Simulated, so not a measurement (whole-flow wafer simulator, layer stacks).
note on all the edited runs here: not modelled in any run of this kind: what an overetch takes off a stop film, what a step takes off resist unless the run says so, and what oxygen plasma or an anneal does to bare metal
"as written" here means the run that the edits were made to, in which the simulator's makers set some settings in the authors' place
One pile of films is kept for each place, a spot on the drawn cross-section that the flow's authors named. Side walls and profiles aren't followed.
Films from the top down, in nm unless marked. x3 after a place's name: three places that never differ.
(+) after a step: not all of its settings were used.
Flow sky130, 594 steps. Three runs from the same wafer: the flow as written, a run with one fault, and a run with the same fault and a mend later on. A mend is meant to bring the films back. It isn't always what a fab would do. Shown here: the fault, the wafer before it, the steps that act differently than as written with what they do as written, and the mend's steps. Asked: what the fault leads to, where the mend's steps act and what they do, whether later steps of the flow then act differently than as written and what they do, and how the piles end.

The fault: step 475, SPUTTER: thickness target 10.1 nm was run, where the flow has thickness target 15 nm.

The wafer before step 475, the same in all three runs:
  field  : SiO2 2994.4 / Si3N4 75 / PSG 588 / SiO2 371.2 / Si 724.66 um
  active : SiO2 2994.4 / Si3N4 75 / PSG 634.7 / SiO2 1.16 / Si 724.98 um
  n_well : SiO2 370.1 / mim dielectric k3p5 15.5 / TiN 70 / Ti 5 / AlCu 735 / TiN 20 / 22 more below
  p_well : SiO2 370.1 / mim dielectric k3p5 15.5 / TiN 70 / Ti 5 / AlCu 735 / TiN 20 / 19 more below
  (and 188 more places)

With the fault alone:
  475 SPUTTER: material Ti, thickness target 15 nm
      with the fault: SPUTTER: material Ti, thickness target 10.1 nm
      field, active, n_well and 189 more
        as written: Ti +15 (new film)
        with the fault: Ti +10.1 (new film)
  Later steps of the flow that act differently than as written (9 more steps differ only slightly, by at most 2% or 0.5 nm, whichever is larger, and aren't shown):
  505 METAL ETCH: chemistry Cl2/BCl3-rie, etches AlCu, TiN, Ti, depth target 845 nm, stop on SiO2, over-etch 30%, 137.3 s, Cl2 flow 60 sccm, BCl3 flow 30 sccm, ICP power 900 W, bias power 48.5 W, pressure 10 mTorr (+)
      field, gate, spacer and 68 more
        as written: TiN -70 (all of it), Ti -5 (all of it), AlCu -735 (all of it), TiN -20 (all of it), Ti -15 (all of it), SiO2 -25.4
        with the fault: TiN -70 (all of it), Ti -5 (all of it), AlCu -735 (all of it), TiN -20 (all of it), Ti -10.1 (all of it), SiO2 -25.8
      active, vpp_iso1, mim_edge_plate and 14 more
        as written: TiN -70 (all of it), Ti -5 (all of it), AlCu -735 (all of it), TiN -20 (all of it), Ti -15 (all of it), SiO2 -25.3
        with the fault: TiN -70 (all of it), Ti -5 (all of it), AlCu -735 (all of it), TiN -20 (all of it), Ti -10.1 (all of it), SiO2 -25.8
  At the end the piles differ from the flow's by more than 2% or 0.5 nm, whichever is larger, at n_well, p_well, gate_hv and 102 more.
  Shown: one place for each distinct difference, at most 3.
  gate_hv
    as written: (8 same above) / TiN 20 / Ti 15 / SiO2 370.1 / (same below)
    with the fault: (8 same above) / TiN 20 / Ti 10.1 / SiO2 370.1 / (same below)
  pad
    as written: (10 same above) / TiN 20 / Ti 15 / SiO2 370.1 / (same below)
    with the fault: (10 same above) / TiN 20 / Ti 10.1 / SiO2 370.1 / (same below)
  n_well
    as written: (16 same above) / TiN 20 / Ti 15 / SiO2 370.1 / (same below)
    with the fault: (16 same above) / TiN 20 / Ti 10.1 / SiO2 370.1 / (same below)

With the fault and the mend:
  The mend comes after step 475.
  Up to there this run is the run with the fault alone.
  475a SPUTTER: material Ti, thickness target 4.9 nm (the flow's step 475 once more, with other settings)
      field, active, n_well and 189 more
        Ti +4.9
  No later step of the flow acts differently than as written at any place that is followed.
  At the end the piles are the same as the flow's at every place that both follow.
